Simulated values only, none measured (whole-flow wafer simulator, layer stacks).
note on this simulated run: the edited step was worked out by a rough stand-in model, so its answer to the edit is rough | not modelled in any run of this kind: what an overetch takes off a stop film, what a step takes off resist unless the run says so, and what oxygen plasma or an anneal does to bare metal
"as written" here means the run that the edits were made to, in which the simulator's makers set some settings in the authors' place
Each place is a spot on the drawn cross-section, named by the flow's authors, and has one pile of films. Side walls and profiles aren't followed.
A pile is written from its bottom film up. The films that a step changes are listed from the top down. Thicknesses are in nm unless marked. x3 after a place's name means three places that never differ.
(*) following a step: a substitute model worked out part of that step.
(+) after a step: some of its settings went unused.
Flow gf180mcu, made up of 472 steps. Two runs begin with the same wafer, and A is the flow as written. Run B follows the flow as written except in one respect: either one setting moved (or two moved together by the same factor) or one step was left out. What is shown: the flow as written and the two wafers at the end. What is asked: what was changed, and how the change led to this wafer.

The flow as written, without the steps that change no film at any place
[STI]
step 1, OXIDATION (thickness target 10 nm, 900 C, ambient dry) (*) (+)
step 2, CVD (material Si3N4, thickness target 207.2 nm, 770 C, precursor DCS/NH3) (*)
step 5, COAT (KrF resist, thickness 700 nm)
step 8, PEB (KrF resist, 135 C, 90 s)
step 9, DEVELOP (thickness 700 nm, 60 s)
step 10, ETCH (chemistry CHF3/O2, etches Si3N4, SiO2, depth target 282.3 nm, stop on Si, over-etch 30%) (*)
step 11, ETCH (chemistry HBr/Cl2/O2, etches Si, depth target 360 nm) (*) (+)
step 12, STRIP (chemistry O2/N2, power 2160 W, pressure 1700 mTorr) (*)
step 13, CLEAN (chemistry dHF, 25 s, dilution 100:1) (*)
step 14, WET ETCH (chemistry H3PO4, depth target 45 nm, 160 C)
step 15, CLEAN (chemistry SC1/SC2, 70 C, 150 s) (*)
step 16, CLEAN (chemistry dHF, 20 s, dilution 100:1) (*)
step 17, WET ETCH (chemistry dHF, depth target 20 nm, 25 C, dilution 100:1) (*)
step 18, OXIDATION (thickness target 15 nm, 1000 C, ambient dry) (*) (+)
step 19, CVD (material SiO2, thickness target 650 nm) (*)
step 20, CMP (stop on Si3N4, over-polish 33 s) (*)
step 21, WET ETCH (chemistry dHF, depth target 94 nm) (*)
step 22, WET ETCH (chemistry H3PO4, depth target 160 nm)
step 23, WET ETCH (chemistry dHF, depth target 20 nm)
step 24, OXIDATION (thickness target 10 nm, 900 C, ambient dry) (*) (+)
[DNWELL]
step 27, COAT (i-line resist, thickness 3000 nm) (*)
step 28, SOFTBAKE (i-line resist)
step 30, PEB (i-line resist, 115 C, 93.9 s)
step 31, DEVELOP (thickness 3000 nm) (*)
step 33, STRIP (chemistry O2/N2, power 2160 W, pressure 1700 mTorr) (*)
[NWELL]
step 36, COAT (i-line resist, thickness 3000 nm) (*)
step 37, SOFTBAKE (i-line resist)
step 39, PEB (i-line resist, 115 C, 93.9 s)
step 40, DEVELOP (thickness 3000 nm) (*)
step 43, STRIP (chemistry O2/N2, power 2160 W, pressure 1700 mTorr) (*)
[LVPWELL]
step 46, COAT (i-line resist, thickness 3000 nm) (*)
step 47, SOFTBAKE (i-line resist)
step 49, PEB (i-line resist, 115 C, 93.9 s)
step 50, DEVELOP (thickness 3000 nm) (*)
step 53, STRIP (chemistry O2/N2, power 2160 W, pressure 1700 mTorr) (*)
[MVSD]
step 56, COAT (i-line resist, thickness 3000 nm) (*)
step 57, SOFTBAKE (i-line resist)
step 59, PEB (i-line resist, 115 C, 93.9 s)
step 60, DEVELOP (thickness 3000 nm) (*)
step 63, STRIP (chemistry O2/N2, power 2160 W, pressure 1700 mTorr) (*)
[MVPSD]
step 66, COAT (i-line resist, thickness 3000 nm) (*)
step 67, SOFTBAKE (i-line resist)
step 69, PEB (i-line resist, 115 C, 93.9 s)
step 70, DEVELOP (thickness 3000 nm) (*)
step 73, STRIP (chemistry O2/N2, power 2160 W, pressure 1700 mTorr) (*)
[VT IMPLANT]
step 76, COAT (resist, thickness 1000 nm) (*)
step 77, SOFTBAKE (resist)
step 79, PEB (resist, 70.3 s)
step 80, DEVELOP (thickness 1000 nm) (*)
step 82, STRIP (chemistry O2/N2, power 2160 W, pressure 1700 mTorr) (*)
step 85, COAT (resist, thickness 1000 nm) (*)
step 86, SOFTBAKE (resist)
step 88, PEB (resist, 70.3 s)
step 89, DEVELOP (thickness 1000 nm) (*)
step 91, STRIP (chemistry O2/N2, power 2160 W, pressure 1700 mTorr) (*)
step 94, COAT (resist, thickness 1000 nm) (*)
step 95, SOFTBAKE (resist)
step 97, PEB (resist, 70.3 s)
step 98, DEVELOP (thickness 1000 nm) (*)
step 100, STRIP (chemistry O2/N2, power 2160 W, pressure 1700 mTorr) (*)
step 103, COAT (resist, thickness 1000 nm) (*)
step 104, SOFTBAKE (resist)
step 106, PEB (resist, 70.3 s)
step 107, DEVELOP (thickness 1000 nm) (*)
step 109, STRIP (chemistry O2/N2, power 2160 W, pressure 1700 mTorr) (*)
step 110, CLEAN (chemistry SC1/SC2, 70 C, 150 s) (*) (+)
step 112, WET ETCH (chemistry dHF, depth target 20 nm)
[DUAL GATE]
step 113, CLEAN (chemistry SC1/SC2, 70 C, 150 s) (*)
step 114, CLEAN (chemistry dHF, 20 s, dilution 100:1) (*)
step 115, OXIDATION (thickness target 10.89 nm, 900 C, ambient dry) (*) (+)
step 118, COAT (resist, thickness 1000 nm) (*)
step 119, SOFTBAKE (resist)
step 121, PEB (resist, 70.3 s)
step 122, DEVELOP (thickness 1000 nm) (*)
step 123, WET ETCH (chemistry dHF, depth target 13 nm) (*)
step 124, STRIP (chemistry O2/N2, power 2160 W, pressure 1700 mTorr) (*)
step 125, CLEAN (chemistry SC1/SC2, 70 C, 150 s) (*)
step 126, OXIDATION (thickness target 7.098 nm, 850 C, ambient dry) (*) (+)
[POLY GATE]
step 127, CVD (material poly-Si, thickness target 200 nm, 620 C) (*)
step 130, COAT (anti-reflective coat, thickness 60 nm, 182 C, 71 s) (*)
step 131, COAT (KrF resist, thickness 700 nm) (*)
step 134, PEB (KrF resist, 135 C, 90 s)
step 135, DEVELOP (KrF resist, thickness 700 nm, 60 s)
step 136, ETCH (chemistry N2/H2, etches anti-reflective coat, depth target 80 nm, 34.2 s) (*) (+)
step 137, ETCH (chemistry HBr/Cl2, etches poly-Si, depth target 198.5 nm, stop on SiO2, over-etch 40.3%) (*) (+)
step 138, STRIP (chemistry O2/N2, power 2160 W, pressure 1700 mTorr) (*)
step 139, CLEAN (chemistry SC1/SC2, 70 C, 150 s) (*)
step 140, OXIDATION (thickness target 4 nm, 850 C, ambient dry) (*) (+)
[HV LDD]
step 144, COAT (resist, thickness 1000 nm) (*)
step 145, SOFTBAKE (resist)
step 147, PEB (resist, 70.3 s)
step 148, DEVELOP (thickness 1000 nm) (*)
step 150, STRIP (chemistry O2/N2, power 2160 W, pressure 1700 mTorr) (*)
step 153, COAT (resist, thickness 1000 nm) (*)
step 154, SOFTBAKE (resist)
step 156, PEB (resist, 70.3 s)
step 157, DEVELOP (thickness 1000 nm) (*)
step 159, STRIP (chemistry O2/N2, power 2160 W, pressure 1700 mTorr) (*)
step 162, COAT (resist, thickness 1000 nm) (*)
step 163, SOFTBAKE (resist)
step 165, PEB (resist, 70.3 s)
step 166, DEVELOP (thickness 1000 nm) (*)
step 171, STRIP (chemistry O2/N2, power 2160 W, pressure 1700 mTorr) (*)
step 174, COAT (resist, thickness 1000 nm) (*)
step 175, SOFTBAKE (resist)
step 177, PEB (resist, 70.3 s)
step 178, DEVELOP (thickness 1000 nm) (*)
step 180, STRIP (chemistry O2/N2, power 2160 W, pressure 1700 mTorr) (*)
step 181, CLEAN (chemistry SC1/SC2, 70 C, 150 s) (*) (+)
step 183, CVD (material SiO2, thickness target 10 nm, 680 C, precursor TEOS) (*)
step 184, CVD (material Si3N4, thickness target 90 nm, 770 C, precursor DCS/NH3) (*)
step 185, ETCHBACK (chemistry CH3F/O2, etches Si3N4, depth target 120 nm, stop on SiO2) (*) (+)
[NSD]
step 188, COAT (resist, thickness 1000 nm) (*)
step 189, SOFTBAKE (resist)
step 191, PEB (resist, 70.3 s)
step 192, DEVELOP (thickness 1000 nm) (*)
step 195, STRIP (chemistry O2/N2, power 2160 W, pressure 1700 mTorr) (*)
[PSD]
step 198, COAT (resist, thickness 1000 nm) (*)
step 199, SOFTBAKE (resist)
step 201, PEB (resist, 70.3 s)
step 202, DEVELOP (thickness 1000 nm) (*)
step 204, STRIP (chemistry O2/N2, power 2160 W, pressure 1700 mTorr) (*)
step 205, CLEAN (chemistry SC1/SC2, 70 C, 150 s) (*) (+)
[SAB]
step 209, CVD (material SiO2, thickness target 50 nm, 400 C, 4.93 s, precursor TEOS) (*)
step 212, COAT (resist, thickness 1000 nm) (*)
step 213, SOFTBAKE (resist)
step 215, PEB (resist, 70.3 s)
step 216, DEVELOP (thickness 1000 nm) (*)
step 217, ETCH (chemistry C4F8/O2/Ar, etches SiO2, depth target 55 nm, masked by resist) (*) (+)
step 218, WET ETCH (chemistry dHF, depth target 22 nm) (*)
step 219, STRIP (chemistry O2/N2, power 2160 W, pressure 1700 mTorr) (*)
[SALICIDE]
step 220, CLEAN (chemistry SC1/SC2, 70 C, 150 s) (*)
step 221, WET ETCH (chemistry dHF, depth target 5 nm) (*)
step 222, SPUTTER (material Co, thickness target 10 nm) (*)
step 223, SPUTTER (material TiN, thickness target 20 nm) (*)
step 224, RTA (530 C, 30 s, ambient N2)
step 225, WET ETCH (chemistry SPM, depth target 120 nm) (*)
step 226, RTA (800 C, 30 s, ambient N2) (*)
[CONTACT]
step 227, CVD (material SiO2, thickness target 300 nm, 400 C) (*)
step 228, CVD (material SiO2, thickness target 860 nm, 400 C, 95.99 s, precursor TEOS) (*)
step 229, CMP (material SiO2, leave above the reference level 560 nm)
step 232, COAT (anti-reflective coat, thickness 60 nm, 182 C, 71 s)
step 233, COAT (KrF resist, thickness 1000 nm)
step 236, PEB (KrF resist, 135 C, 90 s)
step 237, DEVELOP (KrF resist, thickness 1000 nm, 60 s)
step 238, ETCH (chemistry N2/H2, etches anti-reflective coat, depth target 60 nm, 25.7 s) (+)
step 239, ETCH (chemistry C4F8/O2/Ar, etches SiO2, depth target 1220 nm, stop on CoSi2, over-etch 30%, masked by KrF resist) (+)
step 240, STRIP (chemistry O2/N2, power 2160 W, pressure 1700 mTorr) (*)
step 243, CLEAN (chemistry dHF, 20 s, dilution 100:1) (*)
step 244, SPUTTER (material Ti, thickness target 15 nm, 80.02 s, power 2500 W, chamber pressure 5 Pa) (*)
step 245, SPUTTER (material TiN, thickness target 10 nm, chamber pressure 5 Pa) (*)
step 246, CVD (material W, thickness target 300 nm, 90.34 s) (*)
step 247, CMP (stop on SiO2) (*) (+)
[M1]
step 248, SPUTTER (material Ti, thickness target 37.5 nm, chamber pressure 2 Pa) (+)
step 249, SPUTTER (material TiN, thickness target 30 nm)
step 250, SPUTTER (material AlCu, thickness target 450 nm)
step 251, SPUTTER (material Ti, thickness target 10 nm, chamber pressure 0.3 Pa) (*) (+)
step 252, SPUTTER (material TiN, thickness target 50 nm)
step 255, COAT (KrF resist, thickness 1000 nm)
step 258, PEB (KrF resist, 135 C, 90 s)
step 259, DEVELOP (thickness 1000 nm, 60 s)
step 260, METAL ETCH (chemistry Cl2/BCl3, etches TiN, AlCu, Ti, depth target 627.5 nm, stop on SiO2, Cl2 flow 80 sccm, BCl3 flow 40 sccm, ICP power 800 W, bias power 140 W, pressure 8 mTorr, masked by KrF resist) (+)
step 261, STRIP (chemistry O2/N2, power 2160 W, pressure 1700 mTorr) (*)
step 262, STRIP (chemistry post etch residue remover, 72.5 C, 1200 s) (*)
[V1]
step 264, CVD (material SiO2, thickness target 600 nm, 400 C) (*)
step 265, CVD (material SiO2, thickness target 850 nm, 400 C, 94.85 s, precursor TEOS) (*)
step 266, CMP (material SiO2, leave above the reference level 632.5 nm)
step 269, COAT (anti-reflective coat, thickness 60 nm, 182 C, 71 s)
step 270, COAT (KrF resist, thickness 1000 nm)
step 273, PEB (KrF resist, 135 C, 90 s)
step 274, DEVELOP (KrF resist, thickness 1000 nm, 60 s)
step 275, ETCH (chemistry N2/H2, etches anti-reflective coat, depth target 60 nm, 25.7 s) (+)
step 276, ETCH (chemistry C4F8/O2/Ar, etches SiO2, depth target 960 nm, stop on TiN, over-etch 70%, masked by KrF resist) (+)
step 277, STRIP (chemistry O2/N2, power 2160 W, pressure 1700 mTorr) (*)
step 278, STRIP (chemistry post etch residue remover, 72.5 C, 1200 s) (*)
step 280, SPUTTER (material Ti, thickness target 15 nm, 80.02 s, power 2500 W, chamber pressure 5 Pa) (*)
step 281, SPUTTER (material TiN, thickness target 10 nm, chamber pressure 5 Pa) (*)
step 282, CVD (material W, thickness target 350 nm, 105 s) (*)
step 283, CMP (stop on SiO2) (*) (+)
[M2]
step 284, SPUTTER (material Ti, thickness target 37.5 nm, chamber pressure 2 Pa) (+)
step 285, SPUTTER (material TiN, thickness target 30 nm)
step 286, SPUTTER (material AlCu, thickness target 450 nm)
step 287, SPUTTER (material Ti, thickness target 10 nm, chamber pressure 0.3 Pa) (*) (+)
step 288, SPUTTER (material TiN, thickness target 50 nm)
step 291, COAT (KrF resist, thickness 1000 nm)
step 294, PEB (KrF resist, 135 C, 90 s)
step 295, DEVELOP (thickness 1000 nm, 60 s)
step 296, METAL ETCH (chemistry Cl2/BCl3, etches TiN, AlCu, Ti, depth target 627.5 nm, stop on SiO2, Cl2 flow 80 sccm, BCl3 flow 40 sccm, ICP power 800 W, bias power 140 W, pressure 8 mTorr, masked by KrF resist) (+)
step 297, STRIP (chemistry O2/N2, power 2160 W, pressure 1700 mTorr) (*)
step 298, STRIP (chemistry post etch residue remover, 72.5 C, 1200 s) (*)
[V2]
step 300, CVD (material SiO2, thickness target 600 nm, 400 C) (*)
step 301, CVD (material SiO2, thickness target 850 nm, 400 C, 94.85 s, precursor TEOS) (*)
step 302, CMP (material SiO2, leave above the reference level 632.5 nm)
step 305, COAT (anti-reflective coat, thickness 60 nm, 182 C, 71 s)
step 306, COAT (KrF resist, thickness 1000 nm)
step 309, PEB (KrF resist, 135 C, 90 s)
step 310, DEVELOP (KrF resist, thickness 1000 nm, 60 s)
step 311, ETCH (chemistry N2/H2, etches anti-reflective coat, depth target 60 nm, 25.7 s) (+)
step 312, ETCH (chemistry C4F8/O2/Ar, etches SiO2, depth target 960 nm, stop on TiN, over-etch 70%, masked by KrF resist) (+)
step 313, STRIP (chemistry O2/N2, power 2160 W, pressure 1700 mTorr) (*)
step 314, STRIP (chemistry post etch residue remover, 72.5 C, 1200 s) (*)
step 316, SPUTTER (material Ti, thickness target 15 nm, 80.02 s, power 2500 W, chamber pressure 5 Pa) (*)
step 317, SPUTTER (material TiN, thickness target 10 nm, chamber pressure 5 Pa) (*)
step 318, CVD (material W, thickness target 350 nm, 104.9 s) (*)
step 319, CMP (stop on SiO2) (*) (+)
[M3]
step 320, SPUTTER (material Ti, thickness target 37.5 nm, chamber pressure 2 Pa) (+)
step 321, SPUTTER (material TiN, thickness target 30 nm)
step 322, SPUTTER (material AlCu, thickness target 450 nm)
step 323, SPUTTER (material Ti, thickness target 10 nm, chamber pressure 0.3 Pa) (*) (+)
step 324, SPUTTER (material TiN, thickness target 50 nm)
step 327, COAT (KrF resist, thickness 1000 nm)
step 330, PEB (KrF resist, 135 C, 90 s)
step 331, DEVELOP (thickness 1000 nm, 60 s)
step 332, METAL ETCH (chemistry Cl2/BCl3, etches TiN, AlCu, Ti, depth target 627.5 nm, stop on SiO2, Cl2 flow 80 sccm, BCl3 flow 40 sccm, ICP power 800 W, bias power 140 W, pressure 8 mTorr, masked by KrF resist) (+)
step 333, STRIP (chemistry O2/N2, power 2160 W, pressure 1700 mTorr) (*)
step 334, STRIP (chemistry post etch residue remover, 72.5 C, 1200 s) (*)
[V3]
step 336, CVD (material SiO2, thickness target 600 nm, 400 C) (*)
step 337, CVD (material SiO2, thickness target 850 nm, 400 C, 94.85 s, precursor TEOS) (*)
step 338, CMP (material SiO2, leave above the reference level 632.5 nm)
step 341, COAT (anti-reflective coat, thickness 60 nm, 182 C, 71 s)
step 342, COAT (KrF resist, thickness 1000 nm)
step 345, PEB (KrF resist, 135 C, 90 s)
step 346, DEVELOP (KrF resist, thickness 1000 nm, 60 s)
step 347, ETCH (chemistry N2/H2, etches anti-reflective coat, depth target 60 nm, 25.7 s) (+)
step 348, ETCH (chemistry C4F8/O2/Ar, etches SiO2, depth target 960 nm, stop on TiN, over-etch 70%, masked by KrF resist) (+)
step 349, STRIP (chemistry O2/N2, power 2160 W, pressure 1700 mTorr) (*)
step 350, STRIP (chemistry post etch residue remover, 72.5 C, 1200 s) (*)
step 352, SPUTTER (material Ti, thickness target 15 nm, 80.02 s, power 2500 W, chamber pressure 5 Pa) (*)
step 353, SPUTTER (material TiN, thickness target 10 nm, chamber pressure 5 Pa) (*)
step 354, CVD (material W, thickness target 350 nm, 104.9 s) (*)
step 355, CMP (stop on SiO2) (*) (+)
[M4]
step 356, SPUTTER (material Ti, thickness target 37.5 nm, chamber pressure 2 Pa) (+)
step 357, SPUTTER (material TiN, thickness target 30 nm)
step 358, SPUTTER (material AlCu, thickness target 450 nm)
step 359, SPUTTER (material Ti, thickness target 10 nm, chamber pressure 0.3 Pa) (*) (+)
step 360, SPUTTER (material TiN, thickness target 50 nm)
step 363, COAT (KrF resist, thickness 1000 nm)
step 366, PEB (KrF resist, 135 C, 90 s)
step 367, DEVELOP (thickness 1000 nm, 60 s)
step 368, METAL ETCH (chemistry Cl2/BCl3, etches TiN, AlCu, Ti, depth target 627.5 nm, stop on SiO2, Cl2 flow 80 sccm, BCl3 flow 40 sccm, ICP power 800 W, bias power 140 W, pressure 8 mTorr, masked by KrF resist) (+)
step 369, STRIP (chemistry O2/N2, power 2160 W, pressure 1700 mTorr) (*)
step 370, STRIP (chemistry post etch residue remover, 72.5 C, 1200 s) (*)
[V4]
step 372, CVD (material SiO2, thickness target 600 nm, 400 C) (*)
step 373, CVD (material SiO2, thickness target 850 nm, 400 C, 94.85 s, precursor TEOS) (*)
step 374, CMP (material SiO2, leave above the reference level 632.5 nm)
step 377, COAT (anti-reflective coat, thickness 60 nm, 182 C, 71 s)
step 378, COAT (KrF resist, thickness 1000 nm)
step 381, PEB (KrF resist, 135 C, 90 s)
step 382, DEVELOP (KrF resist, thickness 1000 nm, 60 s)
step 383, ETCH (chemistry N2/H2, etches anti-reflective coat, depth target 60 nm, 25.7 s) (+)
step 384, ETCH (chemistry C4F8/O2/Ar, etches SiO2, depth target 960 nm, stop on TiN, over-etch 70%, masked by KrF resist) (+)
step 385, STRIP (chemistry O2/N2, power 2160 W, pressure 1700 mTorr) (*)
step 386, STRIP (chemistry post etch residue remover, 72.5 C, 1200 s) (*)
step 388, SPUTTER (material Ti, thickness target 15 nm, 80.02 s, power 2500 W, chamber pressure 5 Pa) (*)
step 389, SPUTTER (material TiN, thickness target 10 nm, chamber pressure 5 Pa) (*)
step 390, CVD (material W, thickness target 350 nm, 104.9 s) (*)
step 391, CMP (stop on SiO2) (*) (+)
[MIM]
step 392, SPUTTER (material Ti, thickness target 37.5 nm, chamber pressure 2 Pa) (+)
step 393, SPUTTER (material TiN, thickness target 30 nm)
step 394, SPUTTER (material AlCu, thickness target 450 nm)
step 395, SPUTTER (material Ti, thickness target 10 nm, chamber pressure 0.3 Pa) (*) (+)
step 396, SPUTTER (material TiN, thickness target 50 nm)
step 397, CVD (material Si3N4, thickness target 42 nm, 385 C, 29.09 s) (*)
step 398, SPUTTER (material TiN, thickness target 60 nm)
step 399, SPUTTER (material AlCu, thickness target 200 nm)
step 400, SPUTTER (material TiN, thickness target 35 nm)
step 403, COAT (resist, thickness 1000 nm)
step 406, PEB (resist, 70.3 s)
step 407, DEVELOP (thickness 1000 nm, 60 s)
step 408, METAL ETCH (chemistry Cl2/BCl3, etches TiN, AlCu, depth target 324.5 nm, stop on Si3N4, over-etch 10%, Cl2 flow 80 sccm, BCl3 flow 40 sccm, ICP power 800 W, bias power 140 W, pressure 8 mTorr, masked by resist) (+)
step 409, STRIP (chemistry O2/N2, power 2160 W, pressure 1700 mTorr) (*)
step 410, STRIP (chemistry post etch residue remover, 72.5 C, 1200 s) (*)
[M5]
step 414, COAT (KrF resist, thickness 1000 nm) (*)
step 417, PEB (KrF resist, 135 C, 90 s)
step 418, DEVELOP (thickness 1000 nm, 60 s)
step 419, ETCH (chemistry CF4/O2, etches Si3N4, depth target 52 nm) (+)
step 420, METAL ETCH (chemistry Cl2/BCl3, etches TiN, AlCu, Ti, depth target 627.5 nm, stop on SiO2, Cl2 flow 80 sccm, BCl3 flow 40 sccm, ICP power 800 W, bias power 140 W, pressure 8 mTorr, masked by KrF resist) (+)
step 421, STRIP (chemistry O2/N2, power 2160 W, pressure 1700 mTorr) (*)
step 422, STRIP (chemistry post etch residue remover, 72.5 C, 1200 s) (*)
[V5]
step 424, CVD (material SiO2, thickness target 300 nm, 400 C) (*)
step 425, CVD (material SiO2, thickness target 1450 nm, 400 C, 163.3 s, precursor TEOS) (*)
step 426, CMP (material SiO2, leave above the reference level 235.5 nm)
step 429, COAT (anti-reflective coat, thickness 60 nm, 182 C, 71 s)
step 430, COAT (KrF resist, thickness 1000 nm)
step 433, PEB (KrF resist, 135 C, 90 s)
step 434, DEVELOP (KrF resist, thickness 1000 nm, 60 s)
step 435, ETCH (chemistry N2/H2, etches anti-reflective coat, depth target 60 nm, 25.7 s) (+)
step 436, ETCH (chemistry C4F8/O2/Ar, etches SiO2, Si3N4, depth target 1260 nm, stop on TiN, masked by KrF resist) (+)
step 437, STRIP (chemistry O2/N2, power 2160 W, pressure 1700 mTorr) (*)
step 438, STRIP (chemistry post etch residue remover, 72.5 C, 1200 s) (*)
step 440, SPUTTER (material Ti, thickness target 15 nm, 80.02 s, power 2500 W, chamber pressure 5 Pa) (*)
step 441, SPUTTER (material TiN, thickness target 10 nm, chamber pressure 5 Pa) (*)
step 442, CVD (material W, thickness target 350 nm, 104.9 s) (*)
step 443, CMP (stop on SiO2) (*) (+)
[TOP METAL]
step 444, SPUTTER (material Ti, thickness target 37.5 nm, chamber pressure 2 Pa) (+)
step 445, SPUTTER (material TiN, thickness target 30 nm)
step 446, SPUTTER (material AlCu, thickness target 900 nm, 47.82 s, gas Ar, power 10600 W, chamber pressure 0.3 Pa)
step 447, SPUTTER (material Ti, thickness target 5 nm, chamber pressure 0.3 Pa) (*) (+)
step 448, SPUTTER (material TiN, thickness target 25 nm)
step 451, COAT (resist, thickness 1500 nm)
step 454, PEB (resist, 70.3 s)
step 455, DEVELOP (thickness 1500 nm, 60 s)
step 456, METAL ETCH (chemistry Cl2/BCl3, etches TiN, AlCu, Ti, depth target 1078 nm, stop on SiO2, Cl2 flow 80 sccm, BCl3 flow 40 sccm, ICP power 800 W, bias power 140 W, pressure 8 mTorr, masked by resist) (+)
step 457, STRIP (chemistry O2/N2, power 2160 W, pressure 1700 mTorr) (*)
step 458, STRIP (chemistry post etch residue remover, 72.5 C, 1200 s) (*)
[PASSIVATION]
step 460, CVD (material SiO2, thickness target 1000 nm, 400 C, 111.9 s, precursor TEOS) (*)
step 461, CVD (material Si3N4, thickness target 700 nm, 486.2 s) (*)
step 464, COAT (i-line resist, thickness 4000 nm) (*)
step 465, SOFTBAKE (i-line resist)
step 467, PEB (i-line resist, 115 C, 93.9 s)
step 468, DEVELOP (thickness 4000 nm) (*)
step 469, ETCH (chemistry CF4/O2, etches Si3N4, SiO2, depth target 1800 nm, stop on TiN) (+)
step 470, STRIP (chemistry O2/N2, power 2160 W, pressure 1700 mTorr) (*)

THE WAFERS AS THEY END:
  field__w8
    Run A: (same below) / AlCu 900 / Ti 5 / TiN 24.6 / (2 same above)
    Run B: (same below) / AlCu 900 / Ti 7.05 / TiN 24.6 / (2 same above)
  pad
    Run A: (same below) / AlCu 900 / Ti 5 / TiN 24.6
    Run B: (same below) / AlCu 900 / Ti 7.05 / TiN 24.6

The reason: step 447, SPUTTER: thickness target 7.05 nm was run, while the flow as written has thickness target 5 nm.
The wafer lets one read it off: field__w8 has Ti 7.05, and step 447 as written asks for 5 nm.

The path from the change to this, step by step:
  step 447, SPUTTER (material Ti, thickness target 5 nm, chamber pressure 0.3 Pa) (*) (+)
      field, field__w1, field__w2 and 109 more: A Ti gains 5 (new film) | B Ti gains 7.05 (new film)
  step 456, METAL ETCH (chemistry Cl2/BCl3, etches TiN, AlCu, Ti, depth target 1078 nm, stop on SiO2, Cl2 flow 80 sccm, BCl3 flow 40 sccm, ICP power 800 W, bias power 140 W, pressure 8 mTorr, masked by resist) (+)
      field, field__w1, field__w2 and 103 more: A TiN loses 25 (all of it), Ti loses 5 (all of it), AlCu loses 900 (all of it), TiN loses 30 (all of it), Ti loses 37.5 (all of it) | B TiN loses 25 (all of it), Ti loses 7.05 (all of it), AlCu loses 900 (all of it), TiN loses 30 (all of it), Ti loses 37.5 (all of it)
